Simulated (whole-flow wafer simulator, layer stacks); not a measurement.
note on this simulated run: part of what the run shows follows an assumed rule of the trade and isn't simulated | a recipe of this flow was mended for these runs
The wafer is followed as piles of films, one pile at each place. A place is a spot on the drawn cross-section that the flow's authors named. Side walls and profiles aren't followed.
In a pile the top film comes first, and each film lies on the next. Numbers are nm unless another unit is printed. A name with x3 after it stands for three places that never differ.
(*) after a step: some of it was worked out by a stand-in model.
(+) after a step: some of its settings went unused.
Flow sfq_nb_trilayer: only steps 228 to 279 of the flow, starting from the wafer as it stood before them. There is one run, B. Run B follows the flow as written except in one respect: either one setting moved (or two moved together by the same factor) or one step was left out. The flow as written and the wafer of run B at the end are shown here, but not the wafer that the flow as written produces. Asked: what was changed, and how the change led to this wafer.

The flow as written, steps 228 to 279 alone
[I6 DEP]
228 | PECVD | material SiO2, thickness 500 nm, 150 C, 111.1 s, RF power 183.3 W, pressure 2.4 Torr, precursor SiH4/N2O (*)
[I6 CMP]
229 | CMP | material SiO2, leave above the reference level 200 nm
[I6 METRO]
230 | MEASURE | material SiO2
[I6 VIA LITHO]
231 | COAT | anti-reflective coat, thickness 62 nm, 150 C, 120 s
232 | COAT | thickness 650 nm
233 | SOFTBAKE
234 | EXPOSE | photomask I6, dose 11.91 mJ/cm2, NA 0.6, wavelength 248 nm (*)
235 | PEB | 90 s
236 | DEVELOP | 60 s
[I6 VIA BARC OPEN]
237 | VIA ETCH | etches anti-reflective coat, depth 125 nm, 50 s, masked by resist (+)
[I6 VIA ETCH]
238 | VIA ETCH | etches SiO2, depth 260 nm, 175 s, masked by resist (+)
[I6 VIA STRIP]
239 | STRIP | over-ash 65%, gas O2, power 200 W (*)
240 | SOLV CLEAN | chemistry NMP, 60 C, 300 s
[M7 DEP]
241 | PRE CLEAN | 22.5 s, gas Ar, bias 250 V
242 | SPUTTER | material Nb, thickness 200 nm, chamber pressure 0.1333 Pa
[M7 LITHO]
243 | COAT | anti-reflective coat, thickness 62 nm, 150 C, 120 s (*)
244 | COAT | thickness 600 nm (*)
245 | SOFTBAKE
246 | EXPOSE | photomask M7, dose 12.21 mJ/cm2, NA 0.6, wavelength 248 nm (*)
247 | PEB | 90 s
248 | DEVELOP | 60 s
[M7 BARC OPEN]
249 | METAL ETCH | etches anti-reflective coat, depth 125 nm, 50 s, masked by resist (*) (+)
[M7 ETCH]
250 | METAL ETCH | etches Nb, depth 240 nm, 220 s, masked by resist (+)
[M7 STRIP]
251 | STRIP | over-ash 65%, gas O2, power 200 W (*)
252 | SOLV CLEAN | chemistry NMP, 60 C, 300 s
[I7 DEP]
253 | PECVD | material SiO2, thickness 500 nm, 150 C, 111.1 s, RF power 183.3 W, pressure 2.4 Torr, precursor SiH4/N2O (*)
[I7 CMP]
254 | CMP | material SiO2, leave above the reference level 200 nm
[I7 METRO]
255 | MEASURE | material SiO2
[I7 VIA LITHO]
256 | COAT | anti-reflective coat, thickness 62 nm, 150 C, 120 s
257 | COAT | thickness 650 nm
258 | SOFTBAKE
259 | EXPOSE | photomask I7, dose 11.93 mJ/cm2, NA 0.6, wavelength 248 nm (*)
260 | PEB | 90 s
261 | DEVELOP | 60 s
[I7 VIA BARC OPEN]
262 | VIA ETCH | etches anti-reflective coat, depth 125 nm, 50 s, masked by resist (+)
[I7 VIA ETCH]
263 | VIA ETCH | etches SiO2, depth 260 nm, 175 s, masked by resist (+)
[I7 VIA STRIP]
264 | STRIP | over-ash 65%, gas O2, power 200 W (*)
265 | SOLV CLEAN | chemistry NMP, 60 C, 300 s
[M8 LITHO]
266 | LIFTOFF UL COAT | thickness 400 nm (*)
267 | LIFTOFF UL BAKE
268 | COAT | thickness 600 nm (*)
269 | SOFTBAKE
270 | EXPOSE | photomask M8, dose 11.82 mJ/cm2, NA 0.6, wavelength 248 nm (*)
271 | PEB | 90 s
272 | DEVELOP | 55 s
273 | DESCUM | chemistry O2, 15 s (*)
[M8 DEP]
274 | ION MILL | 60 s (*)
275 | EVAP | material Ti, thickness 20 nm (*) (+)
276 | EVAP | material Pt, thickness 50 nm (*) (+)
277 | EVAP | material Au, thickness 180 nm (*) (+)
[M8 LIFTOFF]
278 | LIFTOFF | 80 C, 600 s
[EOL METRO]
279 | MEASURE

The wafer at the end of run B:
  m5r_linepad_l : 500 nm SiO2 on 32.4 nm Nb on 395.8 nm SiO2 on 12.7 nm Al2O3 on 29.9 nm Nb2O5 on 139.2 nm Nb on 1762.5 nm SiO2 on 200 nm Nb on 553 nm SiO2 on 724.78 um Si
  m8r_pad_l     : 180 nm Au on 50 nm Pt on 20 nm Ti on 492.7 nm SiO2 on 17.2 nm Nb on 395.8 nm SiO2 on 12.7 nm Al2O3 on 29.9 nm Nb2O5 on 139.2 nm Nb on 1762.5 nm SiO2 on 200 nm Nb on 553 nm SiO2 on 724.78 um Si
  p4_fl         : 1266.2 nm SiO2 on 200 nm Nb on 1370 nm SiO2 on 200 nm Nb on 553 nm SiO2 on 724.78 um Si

The reason: step 228, PECVD: thickness 200 nm was run, whereas the flow has thickness 500 nm; step 228, PECVD: 44.44 s was run, where the flow has 111.1 s.

Step by step, how the change led to this:
  228 | PECVD | material SiO2, thickness 500 nm, 150 C, 111.1 s, RF power 183.3 W, pressure 2.4 Torr, precursor SiH4/N2O (*)
      field_l, p4_fl, p4_fm and 62 more: SiO2 gains 200 (it would be, as written: SiO2 gains 500)
      v_sur, via_wl, via_w and 21 more: SiO2 gains 200 (new film) (it would be, as written: SiO2 gains 500 (new film))
      (also at 17 further places)
  229 | CMP | material SiO2, leave above the reference level 200 nm
      field_l, p4_fl, p4_fm and 59 more: nothing (it would be, as written: SiO2 loses 96)
      v_sur, via_wl, via_w and 15 more: nothing (it would be, as written: SiO2 loses 300)
      (also at 26 further places)
  231 | COAT | anti-reflective coat, thickness 62 nm, 150 C, 120 s
      m0r_line_l, m0r_line_r, m7r_line_l, m7r_line_r: anti-reflective coat gains 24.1 (new film) (it would be, as written: anti-reflective coat gains 62 (new film))
      m0r_space_l, m0r_space_r, m7r_space_l, m7r_space_r: anti-reflective coat gains 100.4 (new film) (it would be, as written: anti-reflective coat gains 62 (new film))
      (also at 93 further places)
  232 | COAT | thickness 650 nm
      m0r_line_l, m0r_line_r, m7r_line_l, m7r_line_r: KrF-resist-other-grade gains 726 (new film) (it would be, as written: KrF-resist-other-grade gains 650 (new film))
      p3_s1, m5r_space_l, m5r_space_r: KrF-resist-other-grade gains 669 (new film) (it would be, as written: KrF-resist-other-grade gains 650 (new film))
      (also at 68 further places)
  236 | DEVELOP | 60 s
      via_v: KrF-resist-other-grade loses 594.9 (all of it) (it would be, as written: KrF-resist-other-grade loses 648.6 (all of it))
  237 | VIA ETCH | etches anti-reflective coat, depth 125 nm, 50 s, masked by resist (+)
      via_v: anti-reflective coat loses 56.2 (all of it), SiO2 loses 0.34 (it would be, as written: anti-reflective coat loses 62 (all of it), SiO2 loses 0.31)
  239 | STRIP | over-ash 65%, gas O2, power 200 W (*)
      m0r_line_l, m0r_line_r, m7r_line_l, m7r_line_r: KrF-resist-other-grade loses 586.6 (all of it), anti-reflective coat loses 24.1 (all of it) (it would be, as written: KrF-resist-other-grade loses 510.8 (all of it), anti-reflective coat loses 62 (all of it))
      m0r_space_l, m0r_space_r, m7r_space_l, m7r_space_r: KrF-resist-other-grade loses 523.7 (all of it), anti-reflective coat loses 100.4 (all of it) (it would be, as written: KrF-resist-other-grade loses 510.8 (all of it), anti-reflective coat loses 62 (all of it))
      (also at 93 further places)
  242 | SPUTTER | material Nb, thickness 200 nm, chamber pressure 0.1333 Pa
      lsp_r, l0_sur, l0v: Nb gains 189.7 (new film) (it would be, as written: Nb gains 200 (new film))
      moat, lsp_m: Nb gains 172.6 (new film) (it would be, as written: Nb gains 200 (new film))
      (also at 3 further places)
  243 | COAT | anti-reflective coat, thickness 62 nm, 150 C, 120 s (*)
      p4_fl, wl_e_m5: anti-reflective coat gains 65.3 (new film) (it would be, as written: anti-reflective coat gains 62 (new film))
      p3_s3, p3_s4: anti-reflective coat gains 64.1 (new film) (it would be, as written: anti-reflective coat gains 62 (new film))
      (also at 97 further places)
  244 | COAT | thickness 600 nm (*)
      m0r_line_l, m7r_line_l: KrF-resist-other-grade gains 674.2 (new film) (it would be, as written: KrF-resist-other-grade gains 600 (new film))
      m0r_space_r, m7r_space_r: KrF-resist-other-grade gains 613.4 (new film) (it would be, as written: KrF-resist-other-grade gains 600 (new film))
      (also at 75 further places)
  247 | PEB | 90 s
      be: KrF-resist-other-grade loses 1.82 (it would be, as written: KrF-resist-other-grade loses 1.22)
  248 | DEVELOP | 60 s
      m0r_space_r, m7r_space_r: KrF-resist-other-grade loses 612.1 (all of it) (it would be, as written: KrF-resist-other-grade loses 598.7 (all of it))
      m5r_line_l, m5r_line_r: KrF-resist-other-grade loses 645.5 (all of it) (it would be, as written: KrF-resist-other-grade loses 598.7 (all of it))
      (also at 38 further places)
  249 | METAL ETCH | etches anti-reflective coat, depth 125 nm, 50 s, masked by resist (*) (+)
      m5r_linepad_l, m5r_linepad_r, r5r_spacepad_l, r5r_spacepad_r, m8r_pad_l, m8r_pad_r: anti-reflective coat loses 125 (it would be, as written: anti-reflective coat loses 62 (all of it))
      field_l: anti-reflective coat loses 125 (it would be, as written: anti-reflective coat loses 61.6 (all of it))
      (also at 53 further places)
  250 | METAL ETCH | etches Nb, depth 240 nm, 220 s, masked by resist (+)
      m5r_linepad_l, m5r_linepad_r: anti-reflective coat loses 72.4 (all of it), Nb loses 167.6 (it would be, as written: Nb loses 200 (all of it), SiO2 loses 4)
      r5r_spacepad_l, r5r_spacepad_r: anti-reflective coat loses 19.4 (all of it), Nb loses 200 (all of it), SiO2 loses 2.06 (it would be, as written: Nb loses 200 (all of it), SiO2 loses 4)
      (also at 5 further places)
  251 | STRIP | over-ash 65%, gas O2, power 200 W (*)
      v_sur: KrF-resist-other-grade loses 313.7 (all of it), anti-reflective coat loses 27.9 (all of it) (it would be, as written: KrF-resist-other-grade loses 360.6 (all of it), anti-reflective coat loses 64.6 (all of it))
      via_wl: KrF-resist-other-grade loses 301.9 (all of it), anti-reflective coat loses 51.4 (all of it) (it would be, as written: KrF-resist-other-grade loses 357.5 (all of it), anti-reflective coat loses 67.5 (all of it))
      (also at 39 further places)
  253 | PECVD | material SiO2, thickness 500 nm, 150 C, 111.1 s, RF power 183.3 W, pressure 2.4 Torr, precursor SiH4/N2O (*)
      m5r_linepad_l, m5r_linepad_r, m8r_pad_l, m8r_pad_r: SiO2 gains 500 (new film) (it would be, as written: SiO2 gains 500)
      m6r_space_l, m6r_space_r: SiO2 gains 603.2 (it would be, as written: SiO2 gains 500)
      (also at 5 further places)
  ... 9 other steps ...
  278 | LIFTOFF | 80 C, 600 s
      m5r_line_l, m5r_line_r: Au loses 180 (all of it), Pt loses 50 (all of it), Ti loses 20 (all of it), KrF-resist-other-grade loses 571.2 (all of it), lift-off-underlayer loses 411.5 (all of it) (it would be, as written: Au loses 180 (all of it), Pt loses 50 (all of it), Ti loses 20 (all of it), KrF-resist-other-grade loses 562.7 (all of it), lift-off-underlayer loses 400 (all of it))
      m5r_space_l, m5r_space_r: Au loses 180 (all of it), Pt loses 50 (all of it), Ti loses 20 (all of it), KrF-resist-other-grade loses 565.9 (all of it), lift-off-underlayer loses 419.6 (all of it) (it would be, as written: Au loses 180 (all of it), Pt loses 50 (all of it), Ti loses 20 (all of it), KrF-resist-other-grade loses 562.7 (all of it), lift-off-underlayer loses 400 (all of it))
      (also at 54 further places)
If metal films that touch count as one body, m5r_linepad_l has 3 bodies (between them, from the top down: SiO2 395.8 / Al2O3 12.7 / Nb2O5 29.9; SiO2 1762.5); the flow as written gives 2 bodies (between them, from the top down: SiO2 1762.5).
If metal films that touch count as one body, m8r_pad_l has 4 bodies (between them, from the top down: SiO2 492.7; SiO2 395.8 / Al2O3 12.7 / Nb2O5 29.9; SiO2 1762.5); the flow as written gives 3 bodies (between them, from the top down: SiO2 992.6 / Al2O3 12.7 / Nb2O5 29.9; SiO2 1762.5).
